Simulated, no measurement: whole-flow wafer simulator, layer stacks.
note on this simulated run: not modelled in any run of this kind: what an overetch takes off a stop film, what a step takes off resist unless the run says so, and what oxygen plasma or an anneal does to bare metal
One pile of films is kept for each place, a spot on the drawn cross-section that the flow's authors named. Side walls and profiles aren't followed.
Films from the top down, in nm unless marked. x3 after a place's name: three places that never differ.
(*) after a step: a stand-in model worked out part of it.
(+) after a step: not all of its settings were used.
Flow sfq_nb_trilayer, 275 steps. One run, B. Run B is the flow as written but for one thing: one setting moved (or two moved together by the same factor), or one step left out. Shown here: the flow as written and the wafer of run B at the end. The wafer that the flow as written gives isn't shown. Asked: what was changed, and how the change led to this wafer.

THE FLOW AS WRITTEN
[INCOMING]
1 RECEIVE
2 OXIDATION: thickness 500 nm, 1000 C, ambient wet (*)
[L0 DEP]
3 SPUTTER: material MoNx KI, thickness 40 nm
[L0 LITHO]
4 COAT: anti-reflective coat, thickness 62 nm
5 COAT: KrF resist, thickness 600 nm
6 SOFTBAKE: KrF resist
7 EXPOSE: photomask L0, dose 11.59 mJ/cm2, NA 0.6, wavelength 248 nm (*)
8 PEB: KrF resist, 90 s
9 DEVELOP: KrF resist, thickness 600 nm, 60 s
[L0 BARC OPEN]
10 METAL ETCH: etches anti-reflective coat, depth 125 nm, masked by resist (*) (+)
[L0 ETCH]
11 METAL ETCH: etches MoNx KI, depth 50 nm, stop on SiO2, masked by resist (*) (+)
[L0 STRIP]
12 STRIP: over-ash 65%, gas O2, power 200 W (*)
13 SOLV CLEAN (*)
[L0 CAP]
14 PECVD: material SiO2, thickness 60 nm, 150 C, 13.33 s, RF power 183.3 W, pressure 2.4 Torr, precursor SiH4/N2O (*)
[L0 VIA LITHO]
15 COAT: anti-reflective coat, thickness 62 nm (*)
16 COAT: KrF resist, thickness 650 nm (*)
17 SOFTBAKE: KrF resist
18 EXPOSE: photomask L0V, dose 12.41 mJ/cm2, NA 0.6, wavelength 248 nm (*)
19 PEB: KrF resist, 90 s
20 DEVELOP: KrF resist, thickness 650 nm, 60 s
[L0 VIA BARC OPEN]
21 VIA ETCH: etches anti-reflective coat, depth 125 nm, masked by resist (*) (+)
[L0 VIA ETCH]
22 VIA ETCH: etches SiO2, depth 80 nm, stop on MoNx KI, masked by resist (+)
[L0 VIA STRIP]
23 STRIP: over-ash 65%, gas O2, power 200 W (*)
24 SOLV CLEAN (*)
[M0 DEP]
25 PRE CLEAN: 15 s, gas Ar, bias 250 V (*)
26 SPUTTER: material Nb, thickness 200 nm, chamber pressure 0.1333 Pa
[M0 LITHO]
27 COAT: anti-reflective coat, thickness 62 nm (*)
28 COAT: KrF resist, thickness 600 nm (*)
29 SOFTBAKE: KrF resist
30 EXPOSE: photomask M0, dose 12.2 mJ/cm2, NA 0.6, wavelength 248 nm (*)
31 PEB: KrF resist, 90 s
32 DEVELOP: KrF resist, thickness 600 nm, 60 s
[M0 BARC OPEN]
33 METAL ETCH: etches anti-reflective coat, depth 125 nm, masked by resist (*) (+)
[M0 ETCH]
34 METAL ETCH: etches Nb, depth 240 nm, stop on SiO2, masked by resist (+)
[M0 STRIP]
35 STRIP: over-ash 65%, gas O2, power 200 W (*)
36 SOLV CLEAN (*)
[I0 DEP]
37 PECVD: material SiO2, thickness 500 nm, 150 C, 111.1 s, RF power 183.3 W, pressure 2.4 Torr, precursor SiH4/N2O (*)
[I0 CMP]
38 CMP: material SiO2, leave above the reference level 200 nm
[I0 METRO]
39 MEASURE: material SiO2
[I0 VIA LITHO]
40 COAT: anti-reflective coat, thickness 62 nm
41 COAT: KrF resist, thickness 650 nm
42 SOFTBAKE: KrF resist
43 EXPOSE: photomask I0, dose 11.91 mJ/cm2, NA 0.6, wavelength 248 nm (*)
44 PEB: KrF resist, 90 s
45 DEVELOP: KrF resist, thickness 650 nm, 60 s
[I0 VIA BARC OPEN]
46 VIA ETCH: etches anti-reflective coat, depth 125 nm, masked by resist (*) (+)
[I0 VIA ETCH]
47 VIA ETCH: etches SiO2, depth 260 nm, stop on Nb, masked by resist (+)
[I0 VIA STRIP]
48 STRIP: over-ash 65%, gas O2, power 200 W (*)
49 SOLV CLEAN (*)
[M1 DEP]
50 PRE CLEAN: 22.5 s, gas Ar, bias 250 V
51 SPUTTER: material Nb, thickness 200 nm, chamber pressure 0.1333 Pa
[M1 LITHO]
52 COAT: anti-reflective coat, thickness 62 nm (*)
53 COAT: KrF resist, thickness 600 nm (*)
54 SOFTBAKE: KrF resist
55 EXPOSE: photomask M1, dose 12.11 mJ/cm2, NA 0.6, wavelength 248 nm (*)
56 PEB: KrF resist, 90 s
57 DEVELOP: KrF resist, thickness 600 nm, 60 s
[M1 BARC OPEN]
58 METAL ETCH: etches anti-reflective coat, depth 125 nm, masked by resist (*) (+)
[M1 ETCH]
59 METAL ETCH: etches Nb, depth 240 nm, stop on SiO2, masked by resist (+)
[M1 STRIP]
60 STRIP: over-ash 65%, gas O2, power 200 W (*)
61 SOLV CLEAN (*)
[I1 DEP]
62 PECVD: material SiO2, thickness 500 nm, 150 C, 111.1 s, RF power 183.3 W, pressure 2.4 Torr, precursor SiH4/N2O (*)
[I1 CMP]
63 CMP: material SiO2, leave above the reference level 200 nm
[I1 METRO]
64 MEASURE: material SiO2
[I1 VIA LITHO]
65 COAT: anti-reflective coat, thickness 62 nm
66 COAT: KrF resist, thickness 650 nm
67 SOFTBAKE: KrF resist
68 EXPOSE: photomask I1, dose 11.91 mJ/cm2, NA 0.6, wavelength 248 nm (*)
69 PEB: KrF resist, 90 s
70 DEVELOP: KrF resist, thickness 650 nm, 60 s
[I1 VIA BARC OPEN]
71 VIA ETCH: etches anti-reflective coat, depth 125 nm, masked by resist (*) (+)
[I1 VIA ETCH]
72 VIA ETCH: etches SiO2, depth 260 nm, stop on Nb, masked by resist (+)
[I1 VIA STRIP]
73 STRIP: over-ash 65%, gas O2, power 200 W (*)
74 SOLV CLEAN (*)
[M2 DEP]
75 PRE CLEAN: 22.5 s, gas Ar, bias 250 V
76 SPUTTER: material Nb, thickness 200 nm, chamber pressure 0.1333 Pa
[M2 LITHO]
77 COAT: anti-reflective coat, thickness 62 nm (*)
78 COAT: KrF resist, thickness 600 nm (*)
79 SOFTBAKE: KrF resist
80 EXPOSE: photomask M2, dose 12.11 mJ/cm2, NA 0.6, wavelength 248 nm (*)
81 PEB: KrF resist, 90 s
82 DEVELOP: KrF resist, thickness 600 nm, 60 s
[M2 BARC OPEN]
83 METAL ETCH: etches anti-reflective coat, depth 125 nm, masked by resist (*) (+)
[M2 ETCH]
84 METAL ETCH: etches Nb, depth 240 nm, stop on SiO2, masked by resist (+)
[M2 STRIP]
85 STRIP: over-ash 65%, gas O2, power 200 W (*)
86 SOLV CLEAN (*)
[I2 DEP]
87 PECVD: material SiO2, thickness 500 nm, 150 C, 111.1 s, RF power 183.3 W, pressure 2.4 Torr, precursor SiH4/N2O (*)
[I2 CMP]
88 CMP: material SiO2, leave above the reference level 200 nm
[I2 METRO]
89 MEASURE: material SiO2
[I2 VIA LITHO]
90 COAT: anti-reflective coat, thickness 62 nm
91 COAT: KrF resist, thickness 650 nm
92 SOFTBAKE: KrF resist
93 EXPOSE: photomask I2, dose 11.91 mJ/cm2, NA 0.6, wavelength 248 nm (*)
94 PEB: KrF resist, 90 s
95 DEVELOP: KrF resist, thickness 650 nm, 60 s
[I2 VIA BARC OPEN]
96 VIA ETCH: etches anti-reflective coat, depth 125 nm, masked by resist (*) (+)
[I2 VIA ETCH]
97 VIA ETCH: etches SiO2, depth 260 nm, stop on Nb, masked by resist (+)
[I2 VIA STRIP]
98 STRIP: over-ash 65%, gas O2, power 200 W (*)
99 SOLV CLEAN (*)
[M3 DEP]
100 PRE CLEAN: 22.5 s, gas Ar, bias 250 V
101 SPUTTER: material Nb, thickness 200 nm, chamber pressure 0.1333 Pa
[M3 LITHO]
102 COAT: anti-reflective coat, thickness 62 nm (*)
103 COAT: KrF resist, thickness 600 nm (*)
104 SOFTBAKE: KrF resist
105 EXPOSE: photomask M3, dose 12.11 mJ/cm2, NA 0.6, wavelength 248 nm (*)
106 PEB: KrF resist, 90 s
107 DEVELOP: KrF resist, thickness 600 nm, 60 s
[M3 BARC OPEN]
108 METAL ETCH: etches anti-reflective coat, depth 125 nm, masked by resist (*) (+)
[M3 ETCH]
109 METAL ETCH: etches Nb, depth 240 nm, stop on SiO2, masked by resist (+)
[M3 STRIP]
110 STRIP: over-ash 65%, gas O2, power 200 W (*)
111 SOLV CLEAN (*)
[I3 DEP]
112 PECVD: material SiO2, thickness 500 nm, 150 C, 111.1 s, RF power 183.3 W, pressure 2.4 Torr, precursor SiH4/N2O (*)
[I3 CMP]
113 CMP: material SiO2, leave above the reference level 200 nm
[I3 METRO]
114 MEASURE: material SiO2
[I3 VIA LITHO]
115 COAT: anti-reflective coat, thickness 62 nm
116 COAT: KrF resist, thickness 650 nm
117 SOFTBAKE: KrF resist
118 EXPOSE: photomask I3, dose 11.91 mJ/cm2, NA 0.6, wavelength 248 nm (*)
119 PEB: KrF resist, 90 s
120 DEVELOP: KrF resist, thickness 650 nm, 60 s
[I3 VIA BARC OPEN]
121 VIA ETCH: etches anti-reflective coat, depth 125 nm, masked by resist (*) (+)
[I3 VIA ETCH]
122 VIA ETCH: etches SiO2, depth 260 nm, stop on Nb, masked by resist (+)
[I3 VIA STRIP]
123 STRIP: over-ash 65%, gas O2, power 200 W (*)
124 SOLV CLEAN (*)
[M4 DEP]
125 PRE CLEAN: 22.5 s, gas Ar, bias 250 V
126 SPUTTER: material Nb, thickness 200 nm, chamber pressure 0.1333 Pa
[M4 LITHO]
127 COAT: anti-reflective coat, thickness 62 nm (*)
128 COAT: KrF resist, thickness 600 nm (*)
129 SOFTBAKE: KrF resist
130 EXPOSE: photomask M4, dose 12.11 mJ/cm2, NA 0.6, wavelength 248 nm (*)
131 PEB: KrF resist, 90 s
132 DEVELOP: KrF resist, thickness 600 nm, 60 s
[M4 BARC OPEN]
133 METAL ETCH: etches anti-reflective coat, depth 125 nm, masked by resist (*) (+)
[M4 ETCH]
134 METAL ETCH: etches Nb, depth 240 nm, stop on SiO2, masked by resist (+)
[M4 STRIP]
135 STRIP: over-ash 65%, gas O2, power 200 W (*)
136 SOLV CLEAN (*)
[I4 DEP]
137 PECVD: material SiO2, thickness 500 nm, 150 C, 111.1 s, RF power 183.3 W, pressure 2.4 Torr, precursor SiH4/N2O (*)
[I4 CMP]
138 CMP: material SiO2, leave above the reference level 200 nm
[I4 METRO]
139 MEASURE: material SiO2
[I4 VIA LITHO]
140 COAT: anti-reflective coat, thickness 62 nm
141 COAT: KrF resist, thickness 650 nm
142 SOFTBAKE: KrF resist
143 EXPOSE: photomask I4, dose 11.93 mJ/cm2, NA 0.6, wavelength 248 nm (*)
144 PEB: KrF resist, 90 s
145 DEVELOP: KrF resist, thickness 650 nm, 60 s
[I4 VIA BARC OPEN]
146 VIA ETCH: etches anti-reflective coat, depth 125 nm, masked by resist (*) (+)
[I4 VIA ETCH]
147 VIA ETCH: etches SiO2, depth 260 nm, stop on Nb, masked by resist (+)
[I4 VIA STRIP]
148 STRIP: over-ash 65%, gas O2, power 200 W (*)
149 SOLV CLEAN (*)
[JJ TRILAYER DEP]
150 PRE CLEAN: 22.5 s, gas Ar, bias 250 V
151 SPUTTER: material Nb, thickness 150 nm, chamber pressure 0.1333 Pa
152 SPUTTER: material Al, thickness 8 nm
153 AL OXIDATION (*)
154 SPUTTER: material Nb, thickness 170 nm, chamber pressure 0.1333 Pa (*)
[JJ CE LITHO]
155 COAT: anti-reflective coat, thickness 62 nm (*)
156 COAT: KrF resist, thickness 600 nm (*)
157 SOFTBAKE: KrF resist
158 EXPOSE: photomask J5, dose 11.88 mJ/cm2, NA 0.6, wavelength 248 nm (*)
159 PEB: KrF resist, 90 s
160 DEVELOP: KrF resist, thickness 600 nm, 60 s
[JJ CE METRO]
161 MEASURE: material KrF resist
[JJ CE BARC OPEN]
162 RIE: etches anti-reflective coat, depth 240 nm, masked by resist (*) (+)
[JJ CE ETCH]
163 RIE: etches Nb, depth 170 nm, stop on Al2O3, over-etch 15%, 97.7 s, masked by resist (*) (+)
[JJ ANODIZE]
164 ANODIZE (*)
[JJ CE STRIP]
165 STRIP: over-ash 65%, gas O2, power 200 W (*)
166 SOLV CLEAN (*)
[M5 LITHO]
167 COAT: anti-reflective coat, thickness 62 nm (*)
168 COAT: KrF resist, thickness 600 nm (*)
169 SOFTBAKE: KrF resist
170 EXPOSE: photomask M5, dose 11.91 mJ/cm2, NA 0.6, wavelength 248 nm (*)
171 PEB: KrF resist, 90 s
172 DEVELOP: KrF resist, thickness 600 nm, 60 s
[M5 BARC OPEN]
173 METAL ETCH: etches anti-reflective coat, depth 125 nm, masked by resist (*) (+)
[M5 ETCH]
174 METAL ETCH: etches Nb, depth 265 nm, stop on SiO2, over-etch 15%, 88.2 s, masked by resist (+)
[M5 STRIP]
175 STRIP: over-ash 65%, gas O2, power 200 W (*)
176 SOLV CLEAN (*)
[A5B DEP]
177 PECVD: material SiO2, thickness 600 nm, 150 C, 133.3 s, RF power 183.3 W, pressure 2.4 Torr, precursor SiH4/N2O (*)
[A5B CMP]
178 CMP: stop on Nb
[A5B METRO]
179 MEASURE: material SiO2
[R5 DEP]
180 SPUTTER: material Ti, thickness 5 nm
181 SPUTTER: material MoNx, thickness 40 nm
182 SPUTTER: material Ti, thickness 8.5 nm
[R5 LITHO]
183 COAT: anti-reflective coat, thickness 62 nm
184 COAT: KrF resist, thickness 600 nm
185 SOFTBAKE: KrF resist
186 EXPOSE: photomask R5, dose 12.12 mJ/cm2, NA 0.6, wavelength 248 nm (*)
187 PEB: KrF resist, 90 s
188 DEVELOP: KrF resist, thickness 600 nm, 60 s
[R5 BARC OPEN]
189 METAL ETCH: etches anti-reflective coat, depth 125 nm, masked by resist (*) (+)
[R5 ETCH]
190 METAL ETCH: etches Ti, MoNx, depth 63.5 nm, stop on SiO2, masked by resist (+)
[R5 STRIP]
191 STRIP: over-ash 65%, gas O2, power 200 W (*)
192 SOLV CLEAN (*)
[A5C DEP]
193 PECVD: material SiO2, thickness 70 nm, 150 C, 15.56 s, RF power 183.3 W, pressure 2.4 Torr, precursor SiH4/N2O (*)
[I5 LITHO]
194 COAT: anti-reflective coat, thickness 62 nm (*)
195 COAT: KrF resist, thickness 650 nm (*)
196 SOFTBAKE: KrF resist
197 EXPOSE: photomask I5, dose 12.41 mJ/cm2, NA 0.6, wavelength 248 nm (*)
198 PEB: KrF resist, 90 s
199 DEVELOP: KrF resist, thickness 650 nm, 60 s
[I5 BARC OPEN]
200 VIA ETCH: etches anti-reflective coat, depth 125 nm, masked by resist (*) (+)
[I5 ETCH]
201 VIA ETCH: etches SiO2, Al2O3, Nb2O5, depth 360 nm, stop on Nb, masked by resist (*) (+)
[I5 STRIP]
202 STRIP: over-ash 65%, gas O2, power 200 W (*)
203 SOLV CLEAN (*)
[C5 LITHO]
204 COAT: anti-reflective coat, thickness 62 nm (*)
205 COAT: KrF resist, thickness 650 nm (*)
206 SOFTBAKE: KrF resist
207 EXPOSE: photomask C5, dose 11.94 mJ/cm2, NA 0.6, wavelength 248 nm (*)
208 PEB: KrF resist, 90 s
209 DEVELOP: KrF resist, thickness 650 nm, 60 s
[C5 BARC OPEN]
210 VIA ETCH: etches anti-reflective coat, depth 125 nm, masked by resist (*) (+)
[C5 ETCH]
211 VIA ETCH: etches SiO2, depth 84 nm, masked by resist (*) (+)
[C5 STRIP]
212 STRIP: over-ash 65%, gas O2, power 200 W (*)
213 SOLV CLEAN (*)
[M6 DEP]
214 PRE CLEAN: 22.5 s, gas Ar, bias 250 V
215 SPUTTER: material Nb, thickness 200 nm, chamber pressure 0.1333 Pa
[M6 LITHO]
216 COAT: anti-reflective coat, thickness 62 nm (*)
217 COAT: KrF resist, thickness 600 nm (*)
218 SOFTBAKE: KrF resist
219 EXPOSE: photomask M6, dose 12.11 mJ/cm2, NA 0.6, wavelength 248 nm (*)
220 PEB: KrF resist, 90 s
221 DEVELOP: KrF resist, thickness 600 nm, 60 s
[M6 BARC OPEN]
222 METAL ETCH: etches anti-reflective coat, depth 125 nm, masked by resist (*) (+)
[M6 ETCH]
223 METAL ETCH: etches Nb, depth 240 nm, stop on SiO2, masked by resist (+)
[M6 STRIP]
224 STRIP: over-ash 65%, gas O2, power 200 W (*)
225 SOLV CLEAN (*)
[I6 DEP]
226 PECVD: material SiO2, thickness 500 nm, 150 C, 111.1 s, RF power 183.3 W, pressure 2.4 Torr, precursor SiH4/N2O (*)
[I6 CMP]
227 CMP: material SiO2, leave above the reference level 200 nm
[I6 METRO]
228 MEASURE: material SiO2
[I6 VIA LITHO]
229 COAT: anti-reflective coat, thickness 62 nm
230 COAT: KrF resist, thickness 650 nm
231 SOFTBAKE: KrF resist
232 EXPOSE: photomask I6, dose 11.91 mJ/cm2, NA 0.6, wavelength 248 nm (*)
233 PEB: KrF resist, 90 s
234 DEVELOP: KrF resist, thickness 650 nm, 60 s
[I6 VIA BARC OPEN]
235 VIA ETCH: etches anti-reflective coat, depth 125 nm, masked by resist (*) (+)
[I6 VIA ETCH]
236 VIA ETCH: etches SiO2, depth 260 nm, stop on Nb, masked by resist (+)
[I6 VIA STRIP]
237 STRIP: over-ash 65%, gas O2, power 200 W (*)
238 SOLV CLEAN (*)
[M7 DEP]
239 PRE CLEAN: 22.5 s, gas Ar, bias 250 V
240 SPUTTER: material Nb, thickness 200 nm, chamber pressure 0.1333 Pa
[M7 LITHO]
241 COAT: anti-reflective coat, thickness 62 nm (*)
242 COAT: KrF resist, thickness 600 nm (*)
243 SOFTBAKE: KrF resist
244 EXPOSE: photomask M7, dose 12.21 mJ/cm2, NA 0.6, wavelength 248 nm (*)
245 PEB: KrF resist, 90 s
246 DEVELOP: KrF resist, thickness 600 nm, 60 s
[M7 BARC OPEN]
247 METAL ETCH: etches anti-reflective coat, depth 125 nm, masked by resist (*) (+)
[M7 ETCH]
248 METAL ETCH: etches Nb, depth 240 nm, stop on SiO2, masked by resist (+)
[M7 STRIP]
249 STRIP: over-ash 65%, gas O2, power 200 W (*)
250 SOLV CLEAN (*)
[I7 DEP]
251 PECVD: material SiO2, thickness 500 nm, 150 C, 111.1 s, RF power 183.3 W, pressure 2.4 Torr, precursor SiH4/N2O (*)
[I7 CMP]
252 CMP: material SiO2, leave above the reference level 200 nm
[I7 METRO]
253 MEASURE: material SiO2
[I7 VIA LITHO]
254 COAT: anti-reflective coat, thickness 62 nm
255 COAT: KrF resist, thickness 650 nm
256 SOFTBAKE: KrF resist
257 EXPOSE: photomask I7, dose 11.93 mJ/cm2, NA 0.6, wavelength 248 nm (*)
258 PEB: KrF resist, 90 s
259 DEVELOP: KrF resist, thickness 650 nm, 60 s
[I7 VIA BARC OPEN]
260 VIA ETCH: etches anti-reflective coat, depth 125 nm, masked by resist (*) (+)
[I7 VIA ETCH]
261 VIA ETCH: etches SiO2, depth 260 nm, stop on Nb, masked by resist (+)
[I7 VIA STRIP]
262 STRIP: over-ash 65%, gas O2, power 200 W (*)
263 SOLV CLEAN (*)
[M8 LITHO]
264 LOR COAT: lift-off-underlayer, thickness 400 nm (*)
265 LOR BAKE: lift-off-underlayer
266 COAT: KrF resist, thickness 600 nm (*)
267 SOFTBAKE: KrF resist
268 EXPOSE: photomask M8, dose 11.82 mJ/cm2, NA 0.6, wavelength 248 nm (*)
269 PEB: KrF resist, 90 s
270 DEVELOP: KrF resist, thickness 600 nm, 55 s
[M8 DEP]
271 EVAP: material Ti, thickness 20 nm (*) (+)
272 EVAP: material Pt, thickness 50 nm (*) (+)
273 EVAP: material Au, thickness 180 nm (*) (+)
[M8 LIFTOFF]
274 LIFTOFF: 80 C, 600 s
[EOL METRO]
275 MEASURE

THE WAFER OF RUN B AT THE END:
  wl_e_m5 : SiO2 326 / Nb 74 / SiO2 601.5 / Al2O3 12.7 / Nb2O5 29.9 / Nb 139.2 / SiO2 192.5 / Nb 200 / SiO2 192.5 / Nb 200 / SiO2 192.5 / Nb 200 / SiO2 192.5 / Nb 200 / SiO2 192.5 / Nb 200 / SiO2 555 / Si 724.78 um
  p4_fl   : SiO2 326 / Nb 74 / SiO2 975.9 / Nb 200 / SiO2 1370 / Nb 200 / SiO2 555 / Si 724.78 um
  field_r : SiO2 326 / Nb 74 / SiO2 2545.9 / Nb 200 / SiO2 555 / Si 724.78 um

The cause: step 248, METAL ETCH: depth 126 nm was run, where the flow has depth 240 nm.

How the change led to this, step by step:
  248 METAL ETCH: etches Nb, depth 240 nm, stop on SiO2, masked by resist (+)
      field_l, field_r, lsp_l and 62 more: Nb -126 (as written it would be: Nb -200 (all of it))
      v_sur, via_wl, via_w and 38 more: KrF resist -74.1 (as written it would be: KrF resist -141.2)
  249 STRIP: over-ash 65%, gas O2, power 200 W (*)
      wl_j_sl, wl_jj, wl_j_sr and 14 more: KrF resist -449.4 (all of it), anti-reflective coat -62 (all of it) (as written it would be: KrF resist -382.4 (all of it), anti-reflective coat -62 (all of it))
      ln_m5, lsp_m, ln_m6, lsp_r: KrF resist -449 (all of it), anti-reflective coat -61.8 (all of it) (as written it would be: KrF resist -381.9 (all of it), anti-reflective coat -61.8 (all of it))
      (and at 20 more places)
  251 PECVD: material SiO2, thickness 500 nm, 150 C, 111.1 s, RF power 183.3 W, pressure 2.4 Torr, precursor SiH4/N2O (*)
      field_l, p4_fl, p4_fm and 56 more: SiO2 +500 (new film) (as written it would be: SiO2 +500)
      field_r, lsp_l: SiO2 +485.9 (new film) (as written it would be: SiO2 +477.7)
      (and at 4 more places)
  252 CMP: material SiO2, leave above the reference level 200 nm
      field_l, p4_fl, p4_fm and 56 more: SiO2 -174 (as written it would be: SiO2 -100)
      field_r, lsp_l: SiO2 -159.9 (as written it would be: SiO2 -77.7)
      (and at 4 more places)
Counting metal films that touch as one body, wl_e_m5 has 7 bodies (between them, from the top down: SiO2 601.5 / Al2O3 12.7 / Nb2O5 29.9; SiO2 192.5; SiO2 192.5; SiO2 192.5; SiO2 192.5; SiO2 192.5); the flow as written gives 6 bodies (between them, from the top down: SiO2 192.5; SiO2 192.5; SiO2 192.5; SiO2 192.5; SiO2 192.5).
Counting metal films that touch as one body, p4_fl has 3 bodies (between them, from the top down: SiO2 975.9; SiO2 1370); the flow as written gives 2 bodies (between them, from the top down: SiO2 1370).
Counting metal films that touch as one body, field_r has 2 bodies (between them, from the top down: SiO2 2545.9); the flow as written gives 1 body.
